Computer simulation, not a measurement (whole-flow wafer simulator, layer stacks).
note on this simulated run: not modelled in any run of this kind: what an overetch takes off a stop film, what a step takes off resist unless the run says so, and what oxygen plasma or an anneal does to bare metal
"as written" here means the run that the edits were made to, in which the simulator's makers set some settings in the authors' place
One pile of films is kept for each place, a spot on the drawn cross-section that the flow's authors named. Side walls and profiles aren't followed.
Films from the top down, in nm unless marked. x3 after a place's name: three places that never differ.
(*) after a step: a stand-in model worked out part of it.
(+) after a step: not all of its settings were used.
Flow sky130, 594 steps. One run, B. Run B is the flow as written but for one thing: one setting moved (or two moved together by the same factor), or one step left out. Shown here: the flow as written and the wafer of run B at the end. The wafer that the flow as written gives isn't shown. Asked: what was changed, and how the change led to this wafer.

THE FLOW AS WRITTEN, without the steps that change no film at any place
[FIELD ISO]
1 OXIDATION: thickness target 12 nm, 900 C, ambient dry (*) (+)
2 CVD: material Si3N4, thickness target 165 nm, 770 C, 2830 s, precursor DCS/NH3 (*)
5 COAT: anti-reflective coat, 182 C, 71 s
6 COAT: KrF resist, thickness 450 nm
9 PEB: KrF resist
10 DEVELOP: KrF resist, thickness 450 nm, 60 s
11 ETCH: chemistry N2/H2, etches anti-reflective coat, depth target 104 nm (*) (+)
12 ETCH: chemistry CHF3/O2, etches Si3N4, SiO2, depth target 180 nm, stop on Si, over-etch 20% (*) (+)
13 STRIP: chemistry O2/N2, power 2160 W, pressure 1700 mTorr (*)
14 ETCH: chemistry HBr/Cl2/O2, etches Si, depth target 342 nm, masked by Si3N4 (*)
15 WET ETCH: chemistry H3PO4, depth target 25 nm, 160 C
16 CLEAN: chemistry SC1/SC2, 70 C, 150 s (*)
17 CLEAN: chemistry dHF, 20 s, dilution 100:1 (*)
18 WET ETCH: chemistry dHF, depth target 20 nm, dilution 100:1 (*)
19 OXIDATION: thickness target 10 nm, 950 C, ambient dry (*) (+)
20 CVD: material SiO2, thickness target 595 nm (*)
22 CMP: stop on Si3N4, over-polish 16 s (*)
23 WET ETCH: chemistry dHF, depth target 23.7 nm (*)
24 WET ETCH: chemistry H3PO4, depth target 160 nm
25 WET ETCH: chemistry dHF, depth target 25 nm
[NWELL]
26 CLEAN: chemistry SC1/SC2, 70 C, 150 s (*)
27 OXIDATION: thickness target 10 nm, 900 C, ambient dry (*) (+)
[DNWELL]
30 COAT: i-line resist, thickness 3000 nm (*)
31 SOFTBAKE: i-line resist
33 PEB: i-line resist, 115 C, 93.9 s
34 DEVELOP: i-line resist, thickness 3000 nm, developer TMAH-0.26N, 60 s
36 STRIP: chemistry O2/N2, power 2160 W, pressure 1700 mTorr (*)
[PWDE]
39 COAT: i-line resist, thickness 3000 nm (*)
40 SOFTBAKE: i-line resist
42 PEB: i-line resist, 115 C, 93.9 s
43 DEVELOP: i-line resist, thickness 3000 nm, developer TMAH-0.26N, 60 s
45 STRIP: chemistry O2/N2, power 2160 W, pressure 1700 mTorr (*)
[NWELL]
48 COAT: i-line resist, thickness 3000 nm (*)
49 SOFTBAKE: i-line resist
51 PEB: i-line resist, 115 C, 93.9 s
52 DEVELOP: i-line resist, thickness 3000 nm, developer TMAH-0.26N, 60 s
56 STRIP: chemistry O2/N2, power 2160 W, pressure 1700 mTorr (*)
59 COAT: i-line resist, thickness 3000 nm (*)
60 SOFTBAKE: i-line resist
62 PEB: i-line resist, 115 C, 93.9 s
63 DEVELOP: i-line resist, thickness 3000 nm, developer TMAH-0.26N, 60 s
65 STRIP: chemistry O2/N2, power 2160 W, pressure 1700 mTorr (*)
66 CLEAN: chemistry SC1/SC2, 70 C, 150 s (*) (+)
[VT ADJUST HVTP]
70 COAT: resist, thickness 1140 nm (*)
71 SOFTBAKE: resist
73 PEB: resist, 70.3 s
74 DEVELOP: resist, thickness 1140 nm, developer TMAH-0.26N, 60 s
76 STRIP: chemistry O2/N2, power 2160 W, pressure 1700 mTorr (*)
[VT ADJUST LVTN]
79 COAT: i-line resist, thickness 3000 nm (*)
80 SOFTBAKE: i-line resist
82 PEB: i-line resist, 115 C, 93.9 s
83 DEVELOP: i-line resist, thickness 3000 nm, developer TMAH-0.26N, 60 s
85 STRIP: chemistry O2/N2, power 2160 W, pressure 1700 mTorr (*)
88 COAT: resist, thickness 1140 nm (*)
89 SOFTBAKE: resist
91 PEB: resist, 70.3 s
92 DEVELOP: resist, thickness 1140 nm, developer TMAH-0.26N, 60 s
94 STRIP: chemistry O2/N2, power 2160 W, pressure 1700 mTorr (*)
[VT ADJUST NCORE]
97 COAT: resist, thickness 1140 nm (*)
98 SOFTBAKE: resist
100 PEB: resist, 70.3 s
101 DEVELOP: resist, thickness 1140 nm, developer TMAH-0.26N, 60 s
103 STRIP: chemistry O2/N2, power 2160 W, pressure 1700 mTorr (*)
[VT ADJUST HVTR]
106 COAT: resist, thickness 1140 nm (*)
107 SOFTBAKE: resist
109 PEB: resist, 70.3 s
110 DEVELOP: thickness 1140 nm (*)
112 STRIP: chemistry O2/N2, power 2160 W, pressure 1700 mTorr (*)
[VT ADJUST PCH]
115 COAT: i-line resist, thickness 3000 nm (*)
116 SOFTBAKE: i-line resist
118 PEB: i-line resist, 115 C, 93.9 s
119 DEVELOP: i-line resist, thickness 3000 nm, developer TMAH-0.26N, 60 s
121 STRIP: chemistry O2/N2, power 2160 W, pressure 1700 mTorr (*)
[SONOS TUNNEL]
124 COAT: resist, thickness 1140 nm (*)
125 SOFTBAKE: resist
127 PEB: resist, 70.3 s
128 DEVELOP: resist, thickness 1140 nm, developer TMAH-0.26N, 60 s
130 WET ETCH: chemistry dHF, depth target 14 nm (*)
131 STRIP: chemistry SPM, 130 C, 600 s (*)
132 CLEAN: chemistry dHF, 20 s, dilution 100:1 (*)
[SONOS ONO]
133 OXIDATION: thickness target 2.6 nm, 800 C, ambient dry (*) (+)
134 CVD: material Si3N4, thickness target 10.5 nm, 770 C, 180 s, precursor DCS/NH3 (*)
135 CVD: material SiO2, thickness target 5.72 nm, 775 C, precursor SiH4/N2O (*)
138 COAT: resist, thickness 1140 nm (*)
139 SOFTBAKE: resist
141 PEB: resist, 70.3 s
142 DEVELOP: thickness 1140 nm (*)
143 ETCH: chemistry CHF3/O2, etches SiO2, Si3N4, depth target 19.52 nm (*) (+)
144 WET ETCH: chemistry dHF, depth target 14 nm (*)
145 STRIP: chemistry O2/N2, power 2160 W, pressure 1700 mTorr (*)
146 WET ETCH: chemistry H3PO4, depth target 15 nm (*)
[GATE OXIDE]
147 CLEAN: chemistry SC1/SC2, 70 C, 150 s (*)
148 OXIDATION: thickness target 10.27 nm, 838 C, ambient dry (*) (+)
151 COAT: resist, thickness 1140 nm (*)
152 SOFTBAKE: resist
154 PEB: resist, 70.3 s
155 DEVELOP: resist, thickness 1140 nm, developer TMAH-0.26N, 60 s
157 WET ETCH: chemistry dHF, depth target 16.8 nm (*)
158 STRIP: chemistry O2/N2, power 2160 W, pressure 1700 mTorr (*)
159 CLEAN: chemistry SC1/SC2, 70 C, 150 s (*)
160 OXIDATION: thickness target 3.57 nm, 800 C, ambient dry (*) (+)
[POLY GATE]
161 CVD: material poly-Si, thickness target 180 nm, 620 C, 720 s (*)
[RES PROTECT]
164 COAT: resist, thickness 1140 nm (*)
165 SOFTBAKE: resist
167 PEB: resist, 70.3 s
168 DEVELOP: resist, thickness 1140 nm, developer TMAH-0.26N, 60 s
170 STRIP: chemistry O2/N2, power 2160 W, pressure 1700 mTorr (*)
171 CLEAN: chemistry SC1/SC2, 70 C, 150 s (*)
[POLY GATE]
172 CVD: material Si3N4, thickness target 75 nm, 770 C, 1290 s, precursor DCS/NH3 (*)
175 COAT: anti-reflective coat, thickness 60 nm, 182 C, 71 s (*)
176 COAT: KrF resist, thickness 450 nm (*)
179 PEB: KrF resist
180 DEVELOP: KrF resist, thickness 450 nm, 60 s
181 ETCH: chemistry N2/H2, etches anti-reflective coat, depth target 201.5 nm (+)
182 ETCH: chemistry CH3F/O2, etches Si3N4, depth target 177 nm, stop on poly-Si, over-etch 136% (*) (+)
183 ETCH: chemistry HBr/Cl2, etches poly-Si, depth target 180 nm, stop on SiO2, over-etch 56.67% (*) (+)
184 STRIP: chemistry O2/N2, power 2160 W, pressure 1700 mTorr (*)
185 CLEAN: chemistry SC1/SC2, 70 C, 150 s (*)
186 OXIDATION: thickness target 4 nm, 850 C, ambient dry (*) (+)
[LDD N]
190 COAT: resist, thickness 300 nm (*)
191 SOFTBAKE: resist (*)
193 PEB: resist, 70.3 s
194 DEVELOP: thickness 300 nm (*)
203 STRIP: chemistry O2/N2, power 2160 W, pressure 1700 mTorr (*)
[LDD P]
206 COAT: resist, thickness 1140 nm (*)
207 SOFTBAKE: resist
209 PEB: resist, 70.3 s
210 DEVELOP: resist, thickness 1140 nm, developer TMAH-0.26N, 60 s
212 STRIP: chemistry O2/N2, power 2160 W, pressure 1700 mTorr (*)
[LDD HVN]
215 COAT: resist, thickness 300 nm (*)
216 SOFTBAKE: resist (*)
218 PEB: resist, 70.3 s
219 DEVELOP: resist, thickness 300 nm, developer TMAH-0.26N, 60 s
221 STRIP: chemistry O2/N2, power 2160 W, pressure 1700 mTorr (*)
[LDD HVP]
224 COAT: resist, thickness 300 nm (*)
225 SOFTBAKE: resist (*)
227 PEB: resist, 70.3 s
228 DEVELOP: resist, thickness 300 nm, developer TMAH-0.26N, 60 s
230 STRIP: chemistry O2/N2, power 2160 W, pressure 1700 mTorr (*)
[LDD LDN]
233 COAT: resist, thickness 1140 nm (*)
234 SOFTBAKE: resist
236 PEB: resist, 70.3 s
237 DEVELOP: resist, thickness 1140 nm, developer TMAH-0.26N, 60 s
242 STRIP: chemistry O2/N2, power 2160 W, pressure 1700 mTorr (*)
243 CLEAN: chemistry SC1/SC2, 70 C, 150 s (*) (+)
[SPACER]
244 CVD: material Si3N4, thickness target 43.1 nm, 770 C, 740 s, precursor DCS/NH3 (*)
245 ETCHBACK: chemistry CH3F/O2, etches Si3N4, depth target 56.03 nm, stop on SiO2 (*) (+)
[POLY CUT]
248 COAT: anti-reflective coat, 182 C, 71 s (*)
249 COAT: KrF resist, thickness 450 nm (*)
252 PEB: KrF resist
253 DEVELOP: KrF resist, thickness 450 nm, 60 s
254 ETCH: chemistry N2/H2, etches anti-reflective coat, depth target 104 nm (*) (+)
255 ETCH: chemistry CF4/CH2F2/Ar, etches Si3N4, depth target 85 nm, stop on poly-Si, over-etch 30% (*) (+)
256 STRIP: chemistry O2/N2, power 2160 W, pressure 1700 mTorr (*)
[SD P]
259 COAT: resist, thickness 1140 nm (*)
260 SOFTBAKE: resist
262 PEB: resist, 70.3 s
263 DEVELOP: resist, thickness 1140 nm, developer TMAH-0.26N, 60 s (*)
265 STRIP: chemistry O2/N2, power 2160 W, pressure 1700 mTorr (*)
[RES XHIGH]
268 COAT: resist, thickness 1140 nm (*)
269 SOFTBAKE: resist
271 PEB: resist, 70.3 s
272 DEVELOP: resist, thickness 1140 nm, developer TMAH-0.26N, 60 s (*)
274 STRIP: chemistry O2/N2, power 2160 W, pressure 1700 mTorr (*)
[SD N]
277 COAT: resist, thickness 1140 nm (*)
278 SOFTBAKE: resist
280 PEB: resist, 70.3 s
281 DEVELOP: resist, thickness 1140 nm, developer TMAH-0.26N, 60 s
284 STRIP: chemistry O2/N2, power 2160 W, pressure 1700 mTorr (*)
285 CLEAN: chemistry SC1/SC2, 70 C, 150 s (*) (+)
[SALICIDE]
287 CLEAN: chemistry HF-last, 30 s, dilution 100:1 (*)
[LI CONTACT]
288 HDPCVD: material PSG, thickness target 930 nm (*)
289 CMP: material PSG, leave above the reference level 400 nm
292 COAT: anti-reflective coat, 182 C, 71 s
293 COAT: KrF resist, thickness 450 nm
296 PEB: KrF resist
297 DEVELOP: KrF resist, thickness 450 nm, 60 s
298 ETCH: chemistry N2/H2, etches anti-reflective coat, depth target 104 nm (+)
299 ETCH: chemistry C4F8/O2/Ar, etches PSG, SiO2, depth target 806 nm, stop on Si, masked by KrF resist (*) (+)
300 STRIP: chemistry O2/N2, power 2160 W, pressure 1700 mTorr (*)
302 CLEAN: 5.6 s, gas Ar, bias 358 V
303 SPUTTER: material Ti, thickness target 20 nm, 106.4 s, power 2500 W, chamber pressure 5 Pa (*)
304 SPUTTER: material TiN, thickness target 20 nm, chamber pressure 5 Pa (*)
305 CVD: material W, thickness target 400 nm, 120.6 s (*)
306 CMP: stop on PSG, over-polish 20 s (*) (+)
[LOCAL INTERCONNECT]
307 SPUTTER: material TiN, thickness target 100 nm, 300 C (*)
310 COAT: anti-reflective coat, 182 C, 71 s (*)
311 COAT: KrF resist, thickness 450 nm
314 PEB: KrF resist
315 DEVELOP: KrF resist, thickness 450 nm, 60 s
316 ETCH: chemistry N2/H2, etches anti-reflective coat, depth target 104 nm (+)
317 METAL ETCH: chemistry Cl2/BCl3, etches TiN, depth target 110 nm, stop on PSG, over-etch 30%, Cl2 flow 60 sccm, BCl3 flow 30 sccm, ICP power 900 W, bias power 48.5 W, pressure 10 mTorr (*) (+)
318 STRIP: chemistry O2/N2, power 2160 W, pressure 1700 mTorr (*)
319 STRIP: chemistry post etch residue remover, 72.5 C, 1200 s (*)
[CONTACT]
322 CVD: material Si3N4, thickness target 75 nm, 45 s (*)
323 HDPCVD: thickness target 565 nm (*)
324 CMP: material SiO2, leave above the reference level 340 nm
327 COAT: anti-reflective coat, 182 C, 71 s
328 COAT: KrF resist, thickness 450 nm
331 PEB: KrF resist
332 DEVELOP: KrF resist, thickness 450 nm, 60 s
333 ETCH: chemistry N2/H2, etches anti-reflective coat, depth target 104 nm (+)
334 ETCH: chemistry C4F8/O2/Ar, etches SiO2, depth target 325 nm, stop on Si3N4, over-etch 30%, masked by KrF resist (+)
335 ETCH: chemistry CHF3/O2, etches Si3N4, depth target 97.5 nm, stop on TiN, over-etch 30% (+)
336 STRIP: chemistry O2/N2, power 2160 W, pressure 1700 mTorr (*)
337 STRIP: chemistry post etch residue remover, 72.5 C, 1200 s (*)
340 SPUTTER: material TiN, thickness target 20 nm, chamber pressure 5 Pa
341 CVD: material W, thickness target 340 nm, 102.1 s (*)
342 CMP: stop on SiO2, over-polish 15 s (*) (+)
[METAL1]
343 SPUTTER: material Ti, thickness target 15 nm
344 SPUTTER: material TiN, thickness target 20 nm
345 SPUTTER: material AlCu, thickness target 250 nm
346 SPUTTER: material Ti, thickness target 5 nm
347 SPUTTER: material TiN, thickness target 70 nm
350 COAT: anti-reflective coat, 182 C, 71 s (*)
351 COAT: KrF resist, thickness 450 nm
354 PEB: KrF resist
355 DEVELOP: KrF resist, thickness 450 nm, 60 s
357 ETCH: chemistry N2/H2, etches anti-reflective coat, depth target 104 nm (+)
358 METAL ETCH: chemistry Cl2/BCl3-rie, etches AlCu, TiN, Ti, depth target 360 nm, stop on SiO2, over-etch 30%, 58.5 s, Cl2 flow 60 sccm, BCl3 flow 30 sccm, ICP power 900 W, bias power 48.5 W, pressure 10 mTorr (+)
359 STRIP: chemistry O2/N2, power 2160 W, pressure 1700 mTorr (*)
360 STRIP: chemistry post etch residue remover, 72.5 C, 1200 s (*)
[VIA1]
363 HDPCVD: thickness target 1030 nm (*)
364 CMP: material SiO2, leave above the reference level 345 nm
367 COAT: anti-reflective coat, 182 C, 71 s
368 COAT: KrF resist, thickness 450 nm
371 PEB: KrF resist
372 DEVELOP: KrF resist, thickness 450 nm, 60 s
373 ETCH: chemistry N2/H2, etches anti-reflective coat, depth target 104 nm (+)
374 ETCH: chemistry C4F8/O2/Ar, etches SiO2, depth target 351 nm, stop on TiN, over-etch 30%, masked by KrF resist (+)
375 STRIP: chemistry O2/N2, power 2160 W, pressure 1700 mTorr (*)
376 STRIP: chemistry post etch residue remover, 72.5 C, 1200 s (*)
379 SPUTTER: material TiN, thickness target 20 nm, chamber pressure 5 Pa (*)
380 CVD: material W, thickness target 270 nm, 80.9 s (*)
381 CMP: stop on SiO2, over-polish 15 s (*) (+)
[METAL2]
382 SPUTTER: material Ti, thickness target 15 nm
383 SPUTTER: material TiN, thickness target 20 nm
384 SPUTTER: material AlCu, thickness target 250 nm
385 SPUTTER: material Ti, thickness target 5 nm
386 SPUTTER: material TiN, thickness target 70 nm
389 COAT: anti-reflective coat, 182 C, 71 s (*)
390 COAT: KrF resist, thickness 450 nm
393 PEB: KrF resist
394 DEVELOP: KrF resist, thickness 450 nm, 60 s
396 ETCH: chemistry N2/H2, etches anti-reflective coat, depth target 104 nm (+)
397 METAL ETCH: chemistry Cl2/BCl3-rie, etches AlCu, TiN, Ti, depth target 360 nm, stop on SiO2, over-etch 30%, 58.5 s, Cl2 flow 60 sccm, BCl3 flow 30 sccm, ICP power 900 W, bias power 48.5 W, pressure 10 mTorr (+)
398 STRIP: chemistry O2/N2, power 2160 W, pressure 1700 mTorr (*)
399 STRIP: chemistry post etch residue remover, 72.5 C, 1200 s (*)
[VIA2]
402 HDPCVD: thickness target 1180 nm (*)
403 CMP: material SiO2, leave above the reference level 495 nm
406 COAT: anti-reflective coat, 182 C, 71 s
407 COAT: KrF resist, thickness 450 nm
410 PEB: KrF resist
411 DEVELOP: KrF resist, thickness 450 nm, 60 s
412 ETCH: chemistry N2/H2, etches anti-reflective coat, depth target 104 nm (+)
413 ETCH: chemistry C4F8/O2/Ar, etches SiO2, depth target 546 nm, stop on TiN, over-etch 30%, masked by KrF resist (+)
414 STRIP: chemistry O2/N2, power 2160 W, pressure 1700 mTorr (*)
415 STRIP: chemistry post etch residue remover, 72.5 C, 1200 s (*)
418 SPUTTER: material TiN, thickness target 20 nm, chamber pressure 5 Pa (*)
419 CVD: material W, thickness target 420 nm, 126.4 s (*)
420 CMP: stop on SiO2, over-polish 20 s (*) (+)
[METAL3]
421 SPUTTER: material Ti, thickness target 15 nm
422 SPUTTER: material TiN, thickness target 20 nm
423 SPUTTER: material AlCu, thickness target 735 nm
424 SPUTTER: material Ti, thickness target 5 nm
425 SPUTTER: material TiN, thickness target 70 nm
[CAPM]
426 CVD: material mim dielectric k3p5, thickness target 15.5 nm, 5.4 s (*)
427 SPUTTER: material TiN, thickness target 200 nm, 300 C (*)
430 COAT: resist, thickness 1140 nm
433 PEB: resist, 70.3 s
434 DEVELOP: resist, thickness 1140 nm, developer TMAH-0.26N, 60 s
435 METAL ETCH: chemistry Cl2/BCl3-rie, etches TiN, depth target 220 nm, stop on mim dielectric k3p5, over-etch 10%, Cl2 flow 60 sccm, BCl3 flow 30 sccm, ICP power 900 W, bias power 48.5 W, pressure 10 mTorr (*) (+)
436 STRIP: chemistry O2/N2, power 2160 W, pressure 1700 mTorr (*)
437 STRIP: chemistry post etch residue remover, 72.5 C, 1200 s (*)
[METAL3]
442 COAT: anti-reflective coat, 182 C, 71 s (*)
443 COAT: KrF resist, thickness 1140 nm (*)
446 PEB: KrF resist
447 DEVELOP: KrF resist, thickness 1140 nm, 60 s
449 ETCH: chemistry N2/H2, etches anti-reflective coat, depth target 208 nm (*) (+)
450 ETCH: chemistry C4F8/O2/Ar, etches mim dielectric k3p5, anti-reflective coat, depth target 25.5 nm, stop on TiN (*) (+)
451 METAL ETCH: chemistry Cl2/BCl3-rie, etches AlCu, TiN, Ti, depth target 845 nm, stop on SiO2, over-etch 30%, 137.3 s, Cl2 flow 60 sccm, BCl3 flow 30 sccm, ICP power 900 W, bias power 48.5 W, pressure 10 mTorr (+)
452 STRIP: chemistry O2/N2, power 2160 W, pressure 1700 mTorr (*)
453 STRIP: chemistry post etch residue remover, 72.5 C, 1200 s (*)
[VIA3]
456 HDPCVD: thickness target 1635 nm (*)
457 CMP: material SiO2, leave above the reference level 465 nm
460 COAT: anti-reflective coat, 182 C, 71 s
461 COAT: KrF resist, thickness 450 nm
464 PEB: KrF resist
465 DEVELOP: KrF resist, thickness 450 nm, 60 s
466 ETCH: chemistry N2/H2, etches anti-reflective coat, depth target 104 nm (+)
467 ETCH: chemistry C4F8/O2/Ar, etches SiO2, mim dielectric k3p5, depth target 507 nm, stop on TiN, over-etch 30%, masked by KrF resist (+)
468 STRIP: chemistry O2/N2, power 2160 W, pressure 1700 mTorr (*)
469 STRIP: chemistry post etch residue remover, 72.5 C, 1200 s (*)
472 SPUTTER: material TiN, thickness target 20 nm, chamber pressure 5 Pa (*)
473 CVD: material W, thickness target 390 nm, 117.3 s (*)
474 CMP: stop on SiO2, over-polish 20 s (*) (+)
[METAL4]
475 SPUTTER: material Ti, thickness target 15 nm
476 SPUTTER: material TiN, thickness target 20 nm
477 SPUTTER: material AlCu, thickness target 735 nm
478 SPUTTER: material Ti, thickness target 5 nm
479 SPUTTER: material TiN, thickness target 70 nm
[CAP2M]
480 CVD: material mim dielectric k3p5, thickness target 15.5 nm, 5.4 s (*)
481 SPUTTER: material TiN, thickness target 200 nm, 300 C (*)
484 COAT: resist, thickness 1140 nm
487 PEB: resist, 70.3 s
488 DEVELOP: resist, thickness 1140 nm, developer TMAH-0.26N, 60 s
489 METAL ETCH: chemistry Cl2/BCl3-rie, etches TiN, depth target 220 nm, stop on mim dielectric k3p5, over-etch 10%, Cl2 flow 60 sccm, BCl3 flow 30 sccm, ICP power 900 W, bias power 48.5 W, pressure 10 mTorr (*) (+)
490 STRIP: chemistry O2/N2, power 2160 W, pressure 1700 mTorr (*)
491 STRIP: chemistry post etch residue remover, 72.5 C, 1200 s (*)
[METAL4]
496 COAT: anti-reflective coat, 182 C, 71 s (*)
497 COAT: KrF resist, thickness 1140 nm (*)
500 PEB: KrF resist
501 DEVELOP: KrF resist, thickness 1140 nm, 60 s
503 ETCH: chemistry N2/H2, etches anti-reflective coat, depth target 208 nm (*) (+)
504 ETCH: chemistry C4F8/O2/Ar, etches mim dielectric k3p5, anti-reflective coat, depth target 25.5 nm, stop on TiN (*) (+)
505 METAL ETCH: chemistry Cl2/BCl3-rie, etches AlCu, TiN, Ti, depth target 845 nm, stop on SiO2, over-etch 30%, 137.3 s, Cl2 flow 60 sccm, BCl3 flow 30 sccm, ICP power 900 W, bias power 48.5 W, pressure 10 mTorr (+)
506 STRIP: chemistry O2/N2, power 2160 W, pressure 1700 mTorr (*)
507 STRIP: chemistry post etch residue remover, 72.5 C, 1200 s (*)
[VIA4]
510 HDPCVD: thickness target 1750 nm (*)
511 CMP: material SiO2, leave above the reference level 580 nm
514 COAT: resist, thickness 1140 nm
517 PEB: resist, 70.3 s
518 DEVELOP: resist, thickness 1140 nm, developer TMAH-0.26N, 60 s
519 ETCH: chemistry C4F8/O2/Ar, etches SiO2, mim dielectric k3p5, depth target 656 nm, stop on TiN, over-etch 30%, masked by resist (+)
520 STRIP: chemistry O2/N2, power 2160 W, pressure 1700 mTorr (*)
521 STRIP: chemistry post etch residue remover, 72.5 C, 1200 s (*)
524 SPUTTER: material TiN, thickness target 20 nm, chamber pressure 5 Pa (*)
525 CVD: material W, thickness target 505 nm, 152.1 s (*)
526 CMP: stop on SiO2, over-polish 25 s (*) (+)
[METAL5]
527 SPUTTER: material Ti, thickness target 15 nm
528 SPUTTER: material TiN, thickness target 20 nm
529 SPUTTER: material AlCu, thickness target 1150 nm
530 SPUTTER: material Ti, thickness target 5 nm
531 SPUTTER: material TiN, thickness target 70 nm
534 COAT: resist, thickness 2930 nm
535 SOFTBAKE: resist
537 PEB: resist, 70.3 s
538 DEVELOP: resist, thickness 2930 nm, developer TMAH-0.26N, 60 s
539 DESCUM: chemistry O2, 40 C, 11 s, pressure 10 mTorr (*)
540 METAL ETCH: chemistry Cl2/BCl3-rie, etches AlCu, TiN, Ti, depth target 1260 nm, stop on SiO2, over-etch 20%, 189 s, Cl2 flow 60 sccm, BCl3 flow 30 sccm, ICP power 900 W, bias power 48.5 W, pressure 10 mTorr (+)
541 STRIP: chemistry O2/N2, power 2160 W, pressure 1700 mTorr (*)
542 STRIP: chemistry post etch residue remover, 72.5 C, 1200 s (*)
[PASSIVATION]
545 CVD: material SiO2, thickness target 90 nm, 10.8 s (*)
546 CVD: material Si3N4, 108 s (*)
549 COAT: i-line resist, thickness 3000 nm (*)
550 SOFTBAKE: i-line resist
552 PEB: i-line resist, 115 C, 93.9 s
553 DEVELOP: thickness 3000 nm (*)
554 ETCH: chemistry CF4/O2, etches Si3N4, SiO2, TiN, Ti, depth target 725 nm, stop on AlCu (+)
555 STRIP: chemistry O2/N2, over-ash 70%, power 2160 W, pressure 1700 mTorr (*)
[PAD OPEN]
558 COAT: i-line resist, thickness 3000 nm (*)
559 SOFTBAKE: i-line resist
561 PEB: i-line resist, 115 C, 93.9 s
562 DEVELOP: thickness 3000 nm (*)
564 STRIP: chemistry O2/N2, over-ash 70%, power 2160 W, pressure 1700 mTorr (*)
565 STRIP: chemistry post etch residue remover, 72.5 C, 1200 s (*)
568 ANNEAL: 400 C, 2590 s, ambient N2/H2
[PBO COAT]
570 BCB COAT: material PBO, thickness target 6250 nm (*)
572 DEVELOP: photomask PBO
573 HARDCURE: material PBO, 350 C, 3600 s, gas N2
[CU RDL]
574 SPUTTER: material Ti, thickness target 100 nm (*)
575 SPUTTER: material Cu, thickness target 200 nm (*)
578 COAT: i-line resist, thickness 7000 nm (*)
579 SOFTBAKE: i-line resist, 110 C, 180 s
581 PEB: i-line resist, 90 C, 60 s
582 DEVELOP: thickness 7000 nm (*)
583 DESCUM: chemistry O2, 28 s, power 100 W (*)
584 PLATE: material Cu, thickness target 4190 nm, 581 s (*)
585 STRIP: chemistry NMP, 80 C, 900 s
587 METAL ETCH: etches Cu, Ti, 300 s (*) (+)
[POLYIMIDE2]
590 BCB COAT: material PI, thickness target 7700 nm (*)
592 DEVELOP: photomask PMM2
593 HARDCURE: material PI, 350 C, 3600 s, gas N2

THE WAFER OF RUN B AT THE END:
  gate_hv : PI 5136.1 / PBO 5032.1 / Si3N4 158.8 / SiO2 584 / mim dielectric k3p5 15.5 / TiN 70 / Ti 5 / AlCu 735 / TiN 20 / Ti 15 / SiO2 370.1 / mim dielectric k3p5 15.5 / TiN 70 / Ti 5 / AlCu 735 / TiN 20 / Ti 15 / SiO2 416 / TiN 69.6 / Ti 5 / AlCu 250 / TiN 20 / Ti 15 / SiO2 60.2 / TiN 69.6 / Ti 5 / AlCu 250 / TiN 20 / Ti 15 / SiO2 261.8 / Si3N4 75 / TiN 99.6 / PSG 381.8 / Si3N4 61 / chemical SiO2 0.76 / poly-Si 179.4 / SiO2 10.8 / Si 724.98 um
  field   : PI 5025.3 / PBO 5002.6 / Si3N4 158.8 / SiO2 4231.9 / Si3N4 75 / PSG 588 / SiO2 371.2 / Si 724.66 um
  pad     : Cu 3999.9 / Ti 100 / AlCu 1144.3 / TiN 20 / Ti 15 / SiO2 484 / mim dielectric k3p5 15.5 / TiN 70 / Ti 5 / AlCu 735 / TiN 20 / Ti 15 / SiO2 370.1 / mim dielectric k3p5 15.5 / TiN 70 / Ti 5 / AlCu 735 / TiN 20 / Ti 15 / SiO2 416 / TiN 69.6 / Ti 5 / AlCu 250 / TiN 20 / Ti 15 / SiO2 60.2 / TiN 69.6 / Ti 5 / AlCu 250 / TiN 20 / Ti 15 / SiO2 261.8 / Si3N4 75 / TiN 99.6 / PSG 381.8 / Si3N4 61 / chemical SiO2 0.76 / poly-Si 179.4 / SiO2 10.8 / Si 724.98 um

The cause: step 364, CMP: leave above the reference level 138 nm was run, where the flow has leave above the reference level 345 nm.

How the change led to this, step by step:
  364 CMP: material SiO2, leave above the reference level 345 nm
      n_well, p_well, gate_hv and 100 more: SiO2 -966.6 (as written it would be: SiO2 -759.6)
      field, active, gate and 81 more: SiO2 -596.1 (as written it would be: SiO2 -389.1)
      (and at 4 more places)
  374 ETCH: chemistry C4F8/O2/Ar, etches SiO2, depth target 351 nm, stop on TiN, over-etch 30%, masked by KrF resist (+)
      field, active, n_well and 186 more: KrF resist -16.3 (as written it would be: KrF resist -70.1)
      m1, via1_hole: SiO2 -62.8 (all of it) (as written it would be: SiO2 -269.8 (all of it))
  375 STRIP: chemistry O2/N2, power 2160 W, pressure 1700 mTorr (*)
      field, active, n_well and 186 more: KrF resist -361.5 (all of it), anti-reflective coat -80 (all of it) (as written it would be: KrF resist -307.7 (all of it), anti-reflective coat -80 (all of it))
  379 SPUTTER: material TiN, thickness target 20 nm, chamber pressure 5 Pa (*)
      m1: TiN +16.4 (as written it would be: TiN +11)
      via1_hole: TiN +16.4 (as written it would be: TiN +10.9)
  380 CVD: material W, thickness target 270 nm, 80.9 s (*)
      m1: W +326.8 (new film) (as written it would be: W +549.9 (new film))
      via1_hole: W +326.9 (new film) (as written it would be: W +549.9 (new film))
  381 CMP: stop on SiO2, over-polish 15 s (*) (+)
      m1: W -283 (as written it would be: W -293.6)
      via1_hole: W -283.1 (as written it would be: W -293.6)
